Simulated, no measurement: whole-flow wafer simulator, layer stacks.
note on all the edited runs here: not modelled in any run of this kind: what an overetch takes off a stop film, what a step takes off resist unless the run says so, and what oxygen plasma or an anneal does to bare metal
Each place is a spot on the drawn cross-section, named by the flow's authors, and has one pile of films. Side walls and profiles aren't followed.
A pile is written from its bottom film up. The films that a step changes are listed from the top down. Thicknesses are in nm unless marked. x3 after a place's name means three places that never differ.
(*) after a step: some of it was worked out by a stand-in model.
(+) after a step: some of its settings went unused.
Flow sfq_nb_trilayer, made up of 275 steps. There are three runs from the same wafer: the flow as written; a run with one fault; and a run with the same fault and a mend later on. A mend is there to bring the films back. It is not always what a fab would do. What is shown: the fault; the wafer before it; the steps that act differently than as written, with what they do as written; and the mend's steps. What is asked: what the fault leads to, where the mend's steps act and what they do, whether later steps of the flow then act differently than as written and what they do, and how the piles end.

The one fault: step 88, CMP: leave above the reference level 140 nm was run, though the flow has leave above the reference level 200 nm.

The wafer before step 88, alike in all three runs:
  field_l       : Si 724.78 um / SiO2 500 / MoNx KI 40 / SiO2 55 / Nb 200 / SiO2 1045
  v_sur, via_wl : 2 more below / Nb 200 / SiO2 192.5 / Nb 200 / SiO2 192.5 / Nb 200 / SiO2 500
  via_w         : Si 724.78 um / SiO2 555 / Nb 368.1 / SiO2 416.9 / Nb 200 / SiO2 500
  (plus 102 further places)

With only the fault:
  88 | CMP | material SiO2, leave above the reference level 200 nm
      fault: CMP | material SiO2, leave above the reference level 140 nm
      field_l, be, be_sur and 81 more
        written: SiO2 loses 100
        fault: SiO2 loses 160
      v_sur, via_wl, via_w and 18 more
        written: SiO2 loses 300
        fault: SiO2 loses 360
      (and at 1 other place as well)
  Steps further on in the flow that do not act as written (not shown: 4 more steps that differ only slightly, by at most 2% or 0.5 nm, whichever is larger):
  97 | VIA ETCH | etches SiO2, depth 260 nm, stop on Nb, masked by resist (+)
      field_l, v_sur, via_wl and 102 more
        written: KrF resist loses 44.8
        fault: KrF resist loses 36.2
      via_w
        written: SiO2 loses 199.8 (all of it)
        fault: SiO2 loses 139.8 (all of it)
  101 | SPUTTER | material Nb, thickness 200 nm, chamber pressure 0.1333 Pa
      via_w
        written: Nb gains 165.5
        fault: Nb gains 178.7
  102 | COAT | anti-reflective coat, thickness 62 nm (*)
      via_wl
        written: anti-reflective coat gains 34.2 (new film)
        fault: anti-reflective coat gains 36.3 (new film)
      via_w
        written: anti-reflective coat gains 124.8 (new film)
        fault: anti-reflective coat gains 110.7 (new film)
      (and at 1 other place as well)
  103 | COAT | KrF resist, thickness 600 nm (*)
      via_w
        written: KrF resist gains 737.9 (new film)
        fault: KrF resist gains 688.4 (new film)
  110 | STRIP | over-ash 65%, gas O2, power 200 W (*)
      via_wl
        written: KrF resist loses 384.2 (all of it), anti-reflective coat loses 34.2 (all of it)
        fault: KrF resist loses 389.5 (all of it), anti-reflective coat loses 36.3 (all of it)
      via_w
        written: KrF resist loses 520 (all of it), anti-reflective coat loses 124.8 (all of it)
        fault: KrF resist loses 470.6 (all of it), anti-reflective coat loses 110.7 (all of it)
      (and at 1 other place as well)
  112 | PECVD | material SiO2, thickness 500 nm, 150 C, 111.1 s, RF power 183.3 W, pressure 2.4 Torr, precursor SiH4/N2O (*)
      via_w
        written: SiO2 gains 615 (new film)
        fault: SiO2 gains 517.3 (new film)
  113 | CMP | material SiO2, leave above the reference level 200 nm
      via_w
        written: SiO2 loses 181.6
        fault: SiO2 loses 157.1
  The piles end different from the flow's at field_l, v_sur, via_wl and 102 more by more than 2% or 0.5 nm, whichever is larger.
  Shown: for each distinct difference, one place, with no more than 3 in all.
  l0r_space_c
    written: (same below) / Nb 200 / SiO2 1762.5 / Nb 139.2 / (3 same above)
    fault: (same below) / Nb 200 / SiO2 1702.5 / Nb 139.2 / (3 same above)
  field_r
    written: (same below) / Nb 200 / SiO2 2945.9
    fault: (same below) / Nb 200 / SiO2 2885.9
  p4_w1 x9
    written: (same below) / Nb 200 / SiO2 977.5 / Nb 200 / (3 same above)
    fault: (same below) / Nb 200 / SiO2 917.5 / Nb 200 / (3 same above)

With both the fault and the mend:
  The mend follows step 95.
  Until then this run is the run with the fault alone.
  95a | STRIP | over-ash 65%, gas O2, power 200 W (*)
      field_l, v_sur, via_wl and 102 more
        KrF resist loses 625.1 (all of it), anti-reflective coat loses 62 (all of it)
      via_w
        anti-reflective coat loses 62 (all of it)
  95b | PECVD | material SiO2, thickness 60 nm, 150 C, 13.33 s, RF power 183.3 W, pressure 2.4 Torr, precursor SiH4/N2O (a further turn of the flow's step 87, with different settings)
      field_l, v_sur, via_wl and 103 more
        SiO2 gains 60
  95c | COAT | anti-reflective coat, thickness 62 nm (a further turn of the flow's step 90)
      field_l, v_sur, via_wl and 103 more
        anti-reflective coat gains 62 (new film)
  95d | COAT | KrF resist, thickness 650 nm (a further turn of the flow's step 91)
      field_l, v_sur, via_wl and 103 more
        KrF resist gains 650 (new film)
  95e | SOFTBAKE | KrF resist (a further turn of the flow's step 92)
      alters no film at any place that is followed
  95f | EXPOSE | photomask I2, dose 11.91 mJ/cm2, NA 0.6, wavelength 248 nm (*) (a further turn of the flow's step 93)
      alters no film at any place that is followed
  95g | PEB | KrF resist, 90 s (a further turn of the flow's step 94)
      field_l, v_sur, via_wl and 103 more
        KrF resist loses 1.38
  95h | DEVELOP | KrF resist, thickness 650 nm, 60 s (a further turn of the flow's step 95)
      field_l, v_sur, via_wl and 102 more
        KrF resist loses 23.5
      via_w
        KrF resist loses 648.6 (all of it)
  Every later step of the flow that is run acts as written, at every place that is followed, to within 2% or 0.5 nm, whichever is larger.
  By the end, the piles equal the flow's at every place that both follow.
